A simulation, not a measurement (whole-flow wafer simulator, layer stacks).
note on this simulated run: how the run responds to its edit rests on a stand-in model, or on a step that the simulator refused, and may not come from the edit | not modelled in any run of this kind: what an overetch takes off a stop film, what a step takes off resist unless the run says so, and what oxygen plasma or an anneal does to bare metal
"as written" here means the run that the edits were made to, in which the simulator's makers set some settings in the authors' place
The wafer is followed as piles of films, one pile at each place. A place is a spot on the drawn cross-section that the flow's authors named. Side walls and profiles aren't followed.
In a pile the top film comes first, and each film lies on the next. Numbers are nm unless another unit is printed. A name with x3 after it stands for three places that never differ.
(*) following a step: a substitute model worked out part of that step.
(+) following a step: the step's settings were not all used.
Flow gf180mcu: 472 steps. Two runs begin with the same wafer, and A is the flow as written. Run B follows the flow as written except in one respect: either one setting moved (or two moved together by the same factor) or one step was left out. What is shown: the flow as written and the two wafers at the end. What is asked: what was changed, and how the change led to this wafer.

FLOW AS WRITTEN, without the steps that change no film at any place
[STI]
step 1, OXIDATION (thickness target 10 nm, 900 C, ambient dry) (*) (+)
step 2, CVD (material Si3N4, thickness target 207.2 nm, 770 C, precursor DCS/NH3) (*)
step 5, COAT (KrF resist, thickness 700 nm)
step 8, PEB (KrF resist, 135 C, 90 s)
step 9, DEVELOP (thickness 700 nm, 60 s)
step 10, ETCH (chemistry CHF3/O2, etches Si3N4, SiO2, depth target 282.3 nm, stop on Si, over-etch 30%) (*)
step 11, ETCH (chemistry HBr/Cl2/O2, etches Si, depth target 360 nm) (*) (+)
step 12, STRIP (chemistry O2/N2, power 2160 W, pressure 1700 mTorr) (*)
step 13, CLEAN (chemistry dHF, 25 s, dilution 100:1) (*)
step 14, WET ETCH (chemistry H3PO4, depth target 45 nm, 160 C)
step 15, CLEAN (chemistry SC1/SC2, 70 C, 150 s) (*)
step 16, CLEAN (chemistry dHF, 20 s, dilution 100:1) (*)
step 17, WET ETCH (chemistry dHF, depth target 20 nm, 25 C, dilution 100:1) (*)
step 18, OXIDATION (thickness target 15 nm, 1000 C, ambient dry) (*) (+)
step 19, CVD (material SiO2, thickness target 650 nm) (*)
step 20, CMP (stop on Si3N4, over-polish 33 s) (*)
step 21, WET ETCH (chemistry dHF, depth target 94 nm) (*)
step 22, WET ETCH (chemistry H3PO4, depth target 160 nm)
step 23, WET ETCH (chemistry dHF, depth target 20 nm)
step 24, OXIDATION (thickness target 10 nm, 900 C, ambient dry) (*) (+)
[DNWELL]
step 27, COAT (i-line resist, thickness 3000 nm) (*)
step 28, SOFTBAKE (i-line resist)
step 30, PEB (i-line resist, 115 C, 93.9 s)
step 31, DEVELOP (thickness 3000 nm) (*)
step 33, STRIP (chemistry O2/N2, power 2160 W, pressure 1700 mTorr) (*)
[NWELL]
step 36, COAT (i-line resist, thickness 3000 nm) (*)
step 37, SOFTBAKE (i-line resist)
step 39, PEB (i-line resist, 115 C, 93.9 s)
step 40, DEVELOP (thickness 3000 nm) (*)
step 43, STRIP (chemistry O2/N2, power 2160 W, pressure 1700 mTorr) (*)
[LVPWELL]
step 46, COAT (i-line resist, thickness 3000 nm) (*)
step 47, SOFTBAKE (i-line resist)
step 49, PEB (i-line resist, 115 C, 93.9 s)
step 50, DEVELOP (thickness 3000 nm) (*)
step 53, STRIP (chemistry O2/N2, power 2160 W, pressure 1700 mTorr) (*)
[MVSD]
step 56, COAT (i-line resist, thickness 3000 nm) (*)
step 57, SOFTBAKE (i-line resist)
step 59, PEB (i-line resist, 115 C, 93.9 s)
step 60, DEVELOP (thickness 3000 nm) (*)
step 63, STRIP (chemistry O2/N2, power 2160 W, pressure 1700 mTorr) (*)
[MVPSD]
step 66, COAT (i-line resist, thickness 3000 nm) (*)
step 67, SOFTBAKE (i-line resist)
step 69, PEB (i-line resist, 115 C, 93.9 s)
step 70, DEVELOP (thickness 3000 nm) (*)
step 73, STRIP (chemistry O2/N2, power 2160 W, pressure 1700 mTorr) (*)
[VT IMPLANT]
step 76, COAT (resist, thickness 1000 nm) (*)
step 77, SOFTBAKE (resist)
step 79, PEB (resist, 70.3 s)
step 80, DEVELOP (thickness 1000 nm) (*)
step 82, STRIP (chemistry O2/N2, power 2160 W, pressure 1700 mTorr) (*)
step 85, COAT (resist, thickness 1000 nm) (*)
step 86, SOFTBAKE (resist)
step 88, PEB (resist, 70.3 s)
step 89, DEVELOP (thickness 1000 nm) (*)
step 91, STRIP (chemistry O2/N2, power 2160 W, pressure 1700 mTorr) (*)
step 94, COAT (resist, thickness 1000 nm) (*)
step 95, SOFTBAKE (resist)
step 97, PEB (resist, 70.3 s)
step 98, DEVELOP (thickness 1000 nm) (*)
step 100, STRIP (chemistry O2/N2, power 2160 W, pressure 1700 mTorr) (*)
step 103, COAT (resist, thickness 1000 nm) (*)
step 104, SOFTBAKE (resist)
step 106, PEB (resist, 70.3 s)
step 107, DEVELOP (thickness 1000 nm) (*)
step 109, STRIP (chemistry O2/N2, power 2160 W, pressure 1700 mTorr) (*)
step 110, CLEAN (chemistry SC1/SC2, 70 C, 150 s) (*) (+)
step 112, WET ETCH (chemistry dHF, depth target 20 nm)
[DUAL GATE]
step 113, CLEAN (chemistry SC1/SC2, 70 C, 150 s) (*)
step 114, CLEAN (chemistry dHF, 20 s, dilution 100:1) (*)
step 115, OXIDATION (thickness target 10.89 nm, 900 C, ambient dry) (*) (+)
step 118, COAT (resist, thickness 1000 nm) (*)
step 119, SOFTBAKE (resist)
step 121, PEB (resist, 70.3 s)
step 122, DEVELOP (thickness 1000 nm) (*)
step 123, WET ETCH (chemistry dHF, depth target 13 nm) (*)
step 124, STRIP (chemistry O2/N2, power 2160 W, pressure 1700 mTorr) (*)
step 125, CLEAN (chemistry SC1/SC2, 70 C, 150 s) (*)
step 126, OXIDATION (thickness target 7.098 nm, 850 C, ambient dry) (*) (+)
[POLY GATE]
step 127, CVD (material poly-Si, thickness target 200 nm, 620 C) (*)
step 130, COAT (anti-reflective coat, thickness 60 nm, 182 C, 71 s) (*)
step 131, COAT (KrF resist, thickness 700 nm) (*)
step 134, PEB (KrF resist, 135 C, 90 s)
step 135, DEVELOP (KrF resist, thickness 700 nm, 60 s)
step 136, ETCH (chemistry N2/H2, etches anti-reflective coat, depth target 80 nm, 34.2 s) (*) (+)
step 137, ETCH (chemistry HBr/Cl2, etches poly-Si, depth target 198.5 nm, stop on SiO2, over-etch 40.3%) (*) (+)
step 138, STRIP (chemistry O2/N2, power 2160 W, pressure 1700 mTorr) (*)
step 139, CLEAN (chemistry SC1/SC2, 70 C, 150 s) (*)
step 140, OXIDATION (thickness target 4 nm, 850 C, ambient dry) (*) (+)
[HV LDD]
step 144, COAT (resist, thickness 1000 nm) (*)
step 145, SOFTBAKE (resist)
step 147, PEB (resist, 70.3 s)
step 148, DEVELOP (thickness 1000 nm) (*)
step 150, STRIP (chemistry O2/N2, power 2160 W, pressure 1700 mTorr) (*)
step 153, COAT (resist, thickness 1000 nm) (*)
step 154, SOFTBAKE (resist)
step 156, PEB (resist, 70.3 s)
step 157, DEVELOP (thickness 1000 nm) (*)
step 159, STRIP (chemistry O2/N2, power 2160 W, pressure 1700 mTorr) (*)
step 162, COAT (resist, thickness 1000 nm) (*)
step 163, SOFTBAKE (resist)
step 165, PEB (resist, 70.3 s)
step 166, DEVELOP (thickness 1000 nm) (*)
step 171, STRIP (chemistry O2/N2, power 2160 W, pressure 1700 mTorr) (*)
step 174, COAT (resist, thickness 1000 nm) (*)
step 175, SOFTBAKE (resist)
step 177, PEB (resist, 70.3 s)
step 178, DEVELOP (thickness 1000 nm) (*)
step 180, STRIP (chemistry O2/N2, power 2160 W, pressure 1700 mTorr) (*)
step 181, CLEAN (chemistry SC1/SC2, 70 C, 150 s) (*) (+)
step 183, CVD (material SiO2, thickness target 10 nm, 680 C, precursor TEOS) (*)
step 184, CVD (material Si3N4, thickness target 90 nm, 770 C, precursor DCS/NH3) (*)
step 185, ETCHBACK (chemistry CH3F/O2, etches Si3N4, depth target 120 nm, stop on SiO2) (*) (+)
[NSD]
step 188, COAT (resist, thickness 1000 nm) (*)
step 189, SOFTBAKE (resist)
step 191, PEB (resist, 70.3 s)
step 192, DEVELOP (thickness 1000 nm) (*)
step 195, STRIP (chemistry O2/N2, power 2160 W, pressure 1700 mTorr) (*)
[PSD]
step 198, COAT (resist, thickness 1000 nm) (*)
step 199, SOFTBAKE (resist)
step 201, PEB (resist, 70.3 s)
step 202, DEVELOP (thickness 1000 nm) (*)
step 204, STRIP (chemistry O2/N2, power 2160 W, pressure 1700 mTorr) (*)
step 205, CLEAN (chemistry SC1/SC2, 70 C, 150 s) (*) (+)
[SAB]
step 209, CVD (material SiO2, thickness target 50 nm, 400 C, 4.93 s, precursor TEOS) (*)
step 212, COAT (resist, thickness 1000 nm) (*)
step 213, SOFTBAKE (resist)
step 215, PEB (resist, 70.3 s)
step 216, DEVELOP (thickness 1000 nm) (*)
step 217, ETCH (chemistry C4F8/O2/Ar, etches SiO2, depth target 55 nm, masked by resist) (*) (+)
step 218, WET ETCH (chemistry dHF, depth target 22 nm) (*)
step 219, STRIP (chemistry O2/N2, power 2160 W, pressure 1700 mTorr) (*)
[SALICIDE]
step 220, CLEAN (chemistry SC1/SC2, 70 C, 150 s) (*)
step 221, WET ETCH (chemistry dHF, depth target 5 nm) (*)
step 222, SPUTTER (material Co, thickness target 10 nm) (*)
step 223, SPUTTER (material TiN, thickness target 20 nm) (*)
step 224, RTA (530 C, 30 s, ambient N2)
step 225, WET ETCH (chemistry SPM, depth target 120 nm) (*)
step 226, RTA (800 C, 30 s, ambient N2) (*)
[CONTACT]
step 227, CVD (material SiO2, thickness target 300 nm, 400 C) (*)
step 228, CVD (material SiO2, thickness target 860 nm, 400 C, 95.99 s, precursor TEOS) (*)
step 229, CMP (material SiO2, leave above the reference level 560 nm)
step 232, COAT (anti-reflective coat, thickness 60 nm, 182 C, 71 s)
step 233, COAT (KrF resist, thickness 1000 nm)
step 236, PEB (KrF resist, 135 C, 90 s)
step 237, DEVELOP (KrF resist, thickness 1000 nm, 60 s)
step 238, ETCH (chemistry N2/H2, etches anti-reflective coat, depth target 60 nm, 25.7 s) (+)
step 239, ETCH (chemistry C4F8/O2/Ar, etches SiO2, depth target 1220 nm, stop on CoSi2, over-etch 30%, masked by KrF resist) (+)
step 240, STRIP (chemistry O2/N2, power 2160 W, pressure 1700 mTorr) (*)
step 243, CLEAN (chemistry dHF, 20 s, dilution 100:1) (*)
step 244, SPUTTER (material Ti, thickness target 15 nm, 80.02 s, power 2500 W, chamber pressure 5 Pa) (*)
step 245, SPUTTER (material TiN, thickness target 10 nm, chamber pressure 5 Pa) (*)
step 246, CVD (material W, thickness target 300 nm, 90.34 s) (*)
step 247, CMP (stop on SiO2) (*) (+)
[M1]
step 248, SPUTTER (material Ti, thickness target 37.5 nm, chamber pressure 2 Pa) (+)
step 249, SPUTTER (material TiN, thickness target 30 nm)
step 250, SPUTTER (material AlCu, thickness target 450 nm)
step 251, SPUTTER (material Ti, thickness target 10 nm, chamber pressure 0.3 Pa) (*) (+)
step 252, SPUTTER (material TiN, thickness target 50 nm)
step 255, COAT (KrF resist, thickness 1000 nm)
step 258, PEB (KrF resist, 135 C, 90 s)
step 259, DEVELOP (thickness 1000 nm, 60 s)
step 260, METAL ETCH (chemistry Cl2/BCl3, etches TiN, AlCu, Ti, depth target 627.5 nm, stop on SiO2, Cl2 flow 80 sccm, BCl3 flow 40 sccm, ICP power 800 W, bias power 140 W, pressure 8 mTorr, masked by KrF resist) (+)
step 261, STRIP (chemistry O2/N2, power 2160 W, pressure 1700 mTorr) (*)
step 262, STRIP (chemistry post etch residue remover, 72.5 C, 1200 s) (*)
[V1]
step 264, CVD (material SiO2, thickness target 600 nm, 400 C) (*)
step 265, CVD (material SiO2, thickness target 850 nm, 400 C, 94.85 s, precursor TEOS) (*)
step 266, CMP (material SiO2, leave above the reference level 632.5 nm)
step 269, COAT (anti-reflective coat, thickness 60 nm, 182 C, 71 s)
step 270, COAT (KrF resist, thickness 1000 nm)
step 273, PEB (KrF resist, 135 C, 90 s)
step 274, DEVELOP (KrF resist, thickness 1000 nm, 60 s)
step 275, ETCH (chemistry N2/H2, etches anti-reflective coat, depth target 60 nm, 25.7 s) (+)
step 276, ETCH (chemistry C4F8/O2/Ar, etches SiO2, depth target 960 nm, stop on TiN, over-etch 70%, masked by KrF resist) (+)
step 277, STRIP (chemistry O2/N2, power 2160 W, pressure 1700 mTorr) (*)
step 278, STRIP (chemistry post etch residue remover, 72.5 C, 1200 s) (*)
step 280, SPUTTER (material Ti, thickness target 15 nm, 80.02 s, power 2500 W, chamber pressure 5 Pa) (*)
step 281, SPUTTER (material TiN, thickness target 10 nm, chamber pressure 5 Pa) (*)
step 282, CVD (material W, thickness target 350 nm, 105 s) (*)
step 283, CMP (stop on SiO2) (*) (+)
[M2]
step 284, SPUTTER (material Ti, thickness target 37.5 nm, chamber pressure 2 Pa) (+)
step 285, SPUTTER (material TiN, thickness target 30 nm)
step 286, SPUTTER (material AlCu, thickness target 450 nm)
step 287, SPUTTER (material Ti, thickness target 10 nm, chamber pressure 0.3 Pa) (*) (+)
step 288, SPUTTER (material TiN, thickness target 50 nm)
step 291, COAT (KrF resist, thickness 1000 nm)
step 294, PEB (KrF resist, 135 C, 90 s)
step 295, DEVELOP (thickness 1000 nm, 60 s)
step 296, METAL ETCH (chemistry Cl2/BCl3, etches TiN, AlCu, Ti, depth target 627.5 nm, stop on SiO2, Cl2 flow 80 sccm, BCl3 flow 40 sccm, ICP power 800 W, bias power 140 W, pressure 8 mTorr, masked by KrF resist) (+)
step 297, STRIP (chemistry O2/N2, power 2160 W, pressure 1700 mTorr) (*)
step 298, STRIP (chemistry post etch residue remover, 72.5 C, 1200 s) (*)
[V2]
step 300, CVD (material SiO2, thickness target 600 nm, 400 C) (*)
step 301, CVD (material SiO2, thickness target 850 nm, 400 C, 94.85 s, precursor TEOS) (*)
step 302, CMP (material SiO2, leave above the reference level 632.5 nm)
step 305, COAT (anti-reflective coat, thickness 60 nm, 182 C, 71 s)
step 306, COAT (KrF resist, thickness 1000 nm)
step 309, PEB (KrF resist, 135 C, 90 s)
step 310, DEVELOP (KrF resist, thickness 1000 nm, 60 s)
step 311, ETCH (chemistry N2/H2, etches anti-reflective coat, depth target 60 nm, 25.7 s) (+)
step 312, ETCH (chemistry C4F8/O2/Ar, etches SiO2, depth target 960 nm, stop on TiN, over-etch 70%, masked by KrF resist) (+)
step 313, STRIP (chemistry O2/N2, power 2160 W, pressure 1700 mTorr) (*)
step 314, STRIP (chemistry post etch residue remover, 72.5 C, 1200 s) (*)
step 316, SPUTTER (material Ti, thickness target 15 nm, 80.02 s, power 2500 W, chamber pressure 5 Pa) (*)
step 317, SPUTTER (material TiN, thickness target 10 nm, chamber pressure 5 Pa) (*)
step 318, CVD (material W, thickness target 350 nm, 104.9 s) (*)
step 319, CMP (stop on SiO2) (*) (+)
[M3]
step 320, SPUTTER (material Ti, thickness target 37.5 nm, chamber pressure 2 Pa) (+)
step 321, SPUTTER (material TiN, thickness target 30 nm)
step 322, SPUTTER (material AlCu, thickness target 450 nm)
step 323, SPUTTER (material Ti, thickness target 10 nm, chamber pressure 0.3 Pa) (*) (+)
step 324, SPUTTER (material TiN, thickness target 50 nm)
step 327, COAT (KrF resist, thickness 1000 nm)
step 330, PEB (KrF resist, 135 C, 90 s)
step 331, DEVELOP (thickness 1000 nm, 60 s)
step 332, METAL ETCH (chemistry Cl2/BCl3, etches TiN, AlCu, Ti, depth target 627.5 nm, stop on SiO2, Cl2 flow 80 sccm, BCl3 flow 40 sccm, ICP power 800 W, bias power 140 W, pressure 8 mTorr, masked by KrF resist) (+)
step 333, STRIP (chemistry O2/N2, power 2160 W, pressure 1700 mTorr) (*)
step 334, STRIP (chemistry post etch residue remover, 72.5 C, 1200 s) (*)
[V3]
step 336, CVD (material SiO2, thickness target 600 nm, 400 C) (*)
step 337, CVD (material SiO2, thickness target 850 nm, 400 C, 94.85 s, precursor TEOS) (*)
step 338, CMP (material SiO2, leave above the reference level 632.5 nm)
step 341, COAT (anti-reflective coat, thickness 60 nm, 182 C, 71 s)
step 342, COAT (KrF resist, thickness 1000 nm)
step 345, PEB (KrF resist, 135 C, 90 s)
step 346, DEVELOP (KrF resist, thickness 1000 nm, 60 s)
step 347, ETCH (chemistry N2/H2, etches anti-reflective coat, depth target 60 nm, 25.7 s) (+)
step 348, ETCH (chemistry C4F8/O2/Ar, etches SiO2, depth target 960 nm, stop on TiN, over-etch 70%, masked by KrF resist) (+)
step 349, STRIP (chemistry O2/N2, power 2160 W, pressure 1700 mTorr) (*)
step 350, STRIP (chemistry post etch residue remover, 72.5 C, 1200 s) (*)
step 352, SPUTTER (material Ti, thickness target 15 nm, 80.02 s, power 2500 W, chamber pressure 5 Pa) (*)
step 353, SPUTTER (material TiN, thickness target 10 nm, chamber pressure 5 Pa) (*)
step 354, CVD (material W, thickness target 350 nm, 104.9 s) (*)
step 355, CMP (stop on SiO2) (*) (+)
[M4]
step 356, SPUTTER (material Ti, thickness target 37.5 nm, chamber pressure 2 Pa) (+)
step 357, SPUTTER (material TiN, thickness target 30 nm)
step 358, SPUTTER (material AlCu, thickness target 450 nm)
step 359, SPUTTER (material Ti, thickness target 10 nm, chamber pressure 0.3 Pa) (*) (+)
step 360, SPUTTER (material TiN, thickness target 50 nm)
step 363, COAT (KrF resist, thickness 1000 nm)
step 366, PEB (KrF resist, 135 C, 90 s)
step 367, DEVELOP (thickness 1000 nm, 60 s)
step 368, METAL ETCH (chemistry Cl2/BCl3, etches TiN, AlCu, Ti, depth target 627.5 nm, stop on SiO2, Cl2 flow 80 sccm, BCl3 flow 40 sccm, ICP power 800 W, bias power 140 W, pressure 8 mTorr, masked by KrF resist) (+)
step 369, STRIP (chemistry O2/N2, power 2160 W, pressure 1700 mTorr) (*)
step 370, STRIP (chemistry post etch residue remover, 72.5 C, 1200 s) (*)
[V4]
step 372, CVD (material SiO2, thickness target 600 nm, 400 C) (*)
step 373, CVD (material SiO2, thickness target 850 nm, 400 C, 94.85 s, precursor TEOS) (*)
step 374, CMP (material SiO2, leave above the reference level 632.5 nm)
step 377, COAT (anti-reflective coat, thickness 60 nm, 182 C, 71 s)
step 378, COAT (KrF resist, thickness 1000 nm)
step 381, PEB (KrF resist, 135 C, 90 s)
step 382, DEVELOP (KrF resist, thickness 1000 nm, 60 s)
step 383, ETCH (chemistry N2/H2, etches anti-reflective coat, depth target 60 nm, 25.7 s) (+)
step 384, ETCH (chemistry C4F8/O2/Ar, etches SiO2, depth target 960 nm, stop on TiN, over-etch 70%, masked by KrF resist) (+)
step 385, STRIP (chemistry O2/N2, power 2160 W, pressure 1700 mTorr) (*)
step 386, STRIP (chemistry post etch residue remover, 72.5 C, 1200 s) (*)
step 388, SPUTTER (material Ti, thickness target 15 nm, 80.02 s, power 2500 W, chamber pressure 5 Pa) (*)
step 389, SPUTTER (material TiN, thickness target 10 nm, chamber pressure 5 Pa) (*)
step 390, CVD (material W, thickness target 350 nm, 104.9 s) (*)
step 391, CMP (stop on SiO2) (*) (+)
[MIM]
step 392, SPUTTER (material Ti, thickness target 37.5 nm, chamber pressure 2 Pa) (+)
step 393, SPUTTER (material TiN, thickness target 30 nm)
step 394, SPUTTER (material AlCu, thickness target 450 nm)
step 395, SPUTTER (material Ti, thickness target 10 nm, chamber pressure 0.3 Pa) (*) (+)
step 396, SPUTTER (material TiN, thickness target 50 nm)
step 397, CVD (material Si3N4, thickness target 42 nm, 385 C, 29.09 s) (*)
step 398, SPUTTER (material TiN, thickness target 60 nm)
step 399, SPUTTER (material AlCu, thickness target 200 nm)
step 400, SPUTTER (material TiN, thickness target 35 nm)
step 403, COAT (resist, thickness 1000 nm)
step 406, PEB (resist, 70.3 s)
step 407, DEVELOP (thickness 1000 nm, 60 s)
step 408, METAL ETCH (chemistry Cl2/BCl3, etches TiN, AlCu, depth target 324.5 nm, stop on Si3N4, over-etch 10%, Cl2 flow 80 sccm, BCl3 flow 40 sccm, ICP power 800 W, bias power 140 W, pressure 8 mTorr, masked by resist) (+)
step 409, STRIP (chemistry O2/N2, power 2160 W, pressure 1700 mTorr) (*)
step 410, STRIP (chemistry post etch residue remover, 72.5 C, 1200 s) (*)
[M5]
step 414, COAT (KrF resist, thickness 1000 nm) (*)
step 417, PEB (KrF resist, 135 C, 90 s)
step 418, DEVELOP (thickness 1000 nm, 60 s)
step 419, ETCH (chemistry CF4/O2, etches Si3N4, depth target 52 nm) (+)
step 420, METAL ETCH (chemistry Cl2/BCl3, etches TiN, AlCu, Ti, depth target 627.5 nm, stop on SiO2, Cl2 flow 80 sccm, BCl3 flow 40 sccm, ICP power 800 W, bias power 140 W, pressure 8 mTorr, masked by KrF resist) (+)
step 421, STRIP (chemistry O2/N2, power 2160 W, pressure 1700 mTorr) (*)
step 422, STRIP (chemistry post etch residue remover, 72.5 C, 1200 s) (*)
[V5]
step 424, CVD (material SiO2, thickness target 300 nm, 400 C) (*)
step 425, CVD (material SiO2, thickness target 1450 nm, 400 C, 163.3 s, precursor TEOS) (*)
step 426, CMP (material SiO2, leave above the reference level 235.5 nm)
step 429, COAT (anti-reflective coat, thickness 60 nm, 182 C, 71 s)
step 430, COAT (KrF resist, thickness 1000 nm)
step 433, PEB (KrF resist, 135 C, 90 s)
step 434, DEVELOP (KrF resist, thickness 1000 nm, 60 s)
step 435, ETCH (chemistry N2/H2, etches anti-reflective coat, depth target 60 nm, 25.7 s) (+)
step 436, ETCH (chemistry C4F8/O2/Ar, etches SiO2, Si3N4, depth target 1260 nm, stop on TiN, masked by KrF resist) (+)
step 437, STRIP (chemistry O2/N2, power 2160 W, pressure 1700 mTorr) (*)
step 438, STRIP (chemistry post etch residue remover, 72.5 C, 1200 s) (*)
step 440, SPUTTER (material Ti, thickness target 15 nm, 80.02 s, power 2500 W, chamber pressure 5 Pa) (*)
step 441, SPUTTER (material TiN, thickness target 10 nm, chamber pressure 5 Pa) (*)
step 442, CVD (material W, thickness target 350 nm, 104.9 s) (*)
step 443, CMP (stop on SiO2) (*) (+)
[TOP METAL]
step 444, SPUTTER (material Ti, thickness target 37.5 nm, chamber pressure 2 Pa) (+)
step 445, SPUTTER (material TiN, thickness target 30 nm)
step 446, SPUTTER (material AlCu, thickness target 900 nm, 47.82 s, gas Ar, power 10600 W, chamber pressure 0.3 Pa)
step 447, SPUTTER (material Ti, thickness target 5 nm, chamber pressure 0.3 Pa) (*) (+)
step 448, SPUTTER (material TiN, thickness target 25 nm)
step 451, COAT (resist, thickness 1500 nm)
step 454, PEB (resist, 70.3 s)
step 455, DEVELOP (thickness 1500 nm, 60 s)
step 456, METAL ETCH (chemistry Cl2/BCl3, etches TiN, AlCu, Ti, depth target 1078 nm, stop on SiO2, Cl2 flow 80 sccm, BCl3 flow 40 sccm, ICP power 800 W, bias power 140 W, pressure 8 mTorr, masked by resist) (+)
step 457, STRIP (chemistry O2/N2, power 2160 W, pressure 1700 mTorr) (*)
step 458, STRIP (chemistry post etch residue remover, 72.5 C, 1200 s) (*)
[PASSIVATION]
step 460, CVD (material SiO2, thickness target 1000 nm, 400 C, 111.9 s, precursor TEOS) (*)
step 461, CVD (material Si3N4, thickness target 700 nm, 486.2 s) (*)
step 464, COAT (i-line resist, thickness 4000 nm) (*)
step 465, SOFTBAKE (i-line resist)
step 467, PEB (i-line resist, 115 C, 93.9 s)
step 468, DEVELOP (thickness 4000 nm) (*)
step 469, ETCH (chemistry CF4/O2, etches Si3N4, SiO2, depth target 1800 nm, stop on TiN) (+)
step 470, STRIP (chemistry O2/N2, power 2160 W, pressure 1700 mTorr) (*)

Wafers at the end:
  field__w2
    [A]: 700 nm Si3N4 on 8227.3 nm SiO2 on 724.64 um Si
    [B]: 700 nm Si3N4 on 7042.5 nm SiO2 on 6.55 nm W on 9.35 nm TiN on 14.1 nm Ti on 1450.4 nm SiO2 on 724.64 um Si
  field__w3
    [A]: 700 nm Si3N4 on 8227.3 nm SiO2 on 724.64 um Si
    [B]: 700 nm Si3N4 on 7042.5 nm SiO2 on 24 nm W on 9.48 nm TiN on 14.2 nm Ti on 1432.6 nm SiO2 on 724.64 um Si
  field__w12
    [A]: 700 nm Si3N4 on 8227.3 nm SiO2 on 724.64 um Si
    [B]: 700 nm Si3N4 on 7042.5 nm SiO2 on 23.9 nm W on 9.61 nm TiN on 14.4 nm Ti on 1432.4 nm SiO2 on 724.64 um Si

Cause: step 229, CMP: leave above the reference level 857 nm was run, whereas the flow has leave above the reference level 560 nm.

The path from the change to this, step by step:
  step 229, CMP (material SiO2, leave above the reference level 560 nm)
      sti, mim_1p0, pad, dice_street, iso_nw_fld, iso_fld_sub: A -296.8 SiO2 | B nothing
      field, field__w10: A -286.8 SiO2 | B nothing
      (and at 103 other places as well)
  step 232, COAT (anti-reflective coat, thickness 60 nm, 182 C, 71 s)
      sti, mim_1p0, pad, dice_street: A +60 anti-reflective coat (new film) | B +50.3 anti-reflective coat (new film)
      p_well, spacer, sd_n: A +60 anti-reflective coat (new film) | B +50.1 anti-reflective coat (new film)
      (and at 61 other places as well)
  step 238, ETCH (chemistry N2/H2, etches anti-reflective coat, depth target 60 nm, 25.7 s) (+)
      contact: A -60 anti-reflective coat (all of it), -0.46 SiO2 | B -64.1 anti-reflective coat (all of it), -0.36 SiO2
      polyc_n: A -60 anti-reflective coat (all of it), -0.46 SiO2 | B -53.5 anti-reflective coat (all of it), -0.63 SiO2
      (and at 1 other place as well)
  step 239, ETCH (chemistry C4F8/O2/Ar, etches SiO2, depth target 1220 nm, stop on CoSi2, over-etch 30%, masked by KrF resist) (+)
      field, field__w1, field__w2 and 105 more: A -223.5 KrF resist | B -244 KrF resist
      polyc_n, polyc_p: A -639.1 SiO2 (all of it) | B -935.9 SiO2 (all of it)
      (and at 1 other place as well)
  step 240, STRIP (chemistry O2/N2, power 2160 W, pressure 1700 mTorr) (*)
      iso_fld_sub, ldn_tap, ldn_sep and 27 more: A -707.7 KrF resist (all of it), -60 anti-reflective coat (all of it) | B -687.2 KrF resist (all of it), -60 anti-reflective coat (all of it)
      sti, mim_1p0, pad, dice_street: A -707.7 KrF resist (all of it), -60 anti-reflective coat (all of it) | B -689.6 KrF resist (all of it), -50.3 anti-reflective coat (all of it)
      (and at 74 other places as well)
  step 244, SPUTTER (material Ti, thickness target 15 nm, 80.02 s, power 2500 W, chamber pressure 5 Pa) (*)
      field__w2: A +15 Ti (new film) | B +14.1 Ti (new film)
      field__w3: A +15 Ti (new film) | B +14.2 Ti (new film)
      (and at 2 other places as well)
  step 245, SPUTTER (material TiN, thickness target 10 nm, chamber pressure 5 Pa) (*)
      field__w2: A +10 TiN (new film) | B +9.35 TiN (new film)
      field__w3: A +10 TiN (new film) | B +9.48 TiN (new film)
      (and at 1 other place as well)
  step 246, CVD (material W, thickness target 300 nm, 90.34 s) (*)
      polyc_n, polyc_p: A +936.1 W (new film) | B +1233.1 W (new film)
      contact: A +1167.5 W (new film) | B +1445.3 W (new film)
  step 247, CMP (stop on SiO2) (*) (+)
      field__w3, field__w12: A -300 W (all of it), -10 TiN (all of it), -15 Ti (all of it), -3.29 SiO2 | B -269.9 W
      field__w7, field__w8: A -300 W (all of it), -10 TiN (all of it), -15 Ti (all of it), -3.29 SiO2 | B -300 W (all of it), -10 TiN (all of it), -9.4 Ti
      (and at 105 other places as well)
  step 248, SPUTTER (material Ti, thickness target 37.5 nm, chamber pressure 2 Pa) (+)
      field, field__w1, field__w7 and 12 more: A +37.5 Ti (new film) | B +37.5 Ti
  step 260, METAL ETCH (chemistry Cl2/BCl3, etches TiN, AlCu, Ti, depth target 627.5 nm, stop on SiO2, Cl2 flow 80 sccm, BCl3 flow 40 sccm, ICP power 800 W, bias power 140 W, pressure 8 mTorr, masked by KrF resist) (+)
      field__w2, field__w3, field__w12, mim, ld_sd_n, nw_enc_fld_lv: A -50 TiN (all of it), -10 Ti (all of it), -450 AlCu (all of it), -30 TiN (all of it), -37.5 Ti (all of it) | B -50 TiN (all of it), -10 Ti (all of it), -450 AlCu (all of it), -30 TiN (all of it), -37.5 Ti (all of it), -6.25 W
      field_sub, field_sub__w2: A -50 TiN (all of it), -10 Ti (all of it), -450 AlCu (all of it), -30 TiN (all of it), -37.5 Ti (all of it) | B -50 TiN (all of it), -10 Ti (all of it), -450 AlCu (all of it), -30 TiN (all of it), -37.5 Ti (all of it), -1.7 W (all of it), -10 TiN (all of it), -15 Ti (all of it), -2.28 SiO2
      (and at 17 other places as well)
  step 262, STRIP (chemistry post etch residue remover, 72.5 C, 1200 s) (*)
      field__w2, field__w3, field__w12, mim: A nothing | B -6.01 W
      ld_sd_n: A nothing | B -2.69 W (all of it), -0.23 TiN
      (and at 1 other place as well)
  step 264, CVD (material SiO2, thickness target 600 nm, 400 C) (*)
      field__w2, field__w3, field__w12, mim, ld_sd_n, nw_enc_fld_lv: A +600 SiO2 | B +600 SiO2 (new film)
  step 266, CMP (material SiO2, leave above the reference level 632.5 nm)
      field__w2, field__w3, field__w12, mim: A -300 SiO2 | B -287.7 SiO2
      field_sub, field_sub__w2: A -300 SiO2 | B -271 SiO2
      (and at 14 other places as well)
With metal films that touch counted as one body, field__w2 has 1 body; the flow as written gives 0 bodies.
With metal films that touch counted as one body, field__w3 has 1 body; the flow as written gives 0 bodies.
With metal films that touch counted as one body, field__w12 has 1 body; the flow as written gives 0 bodies.
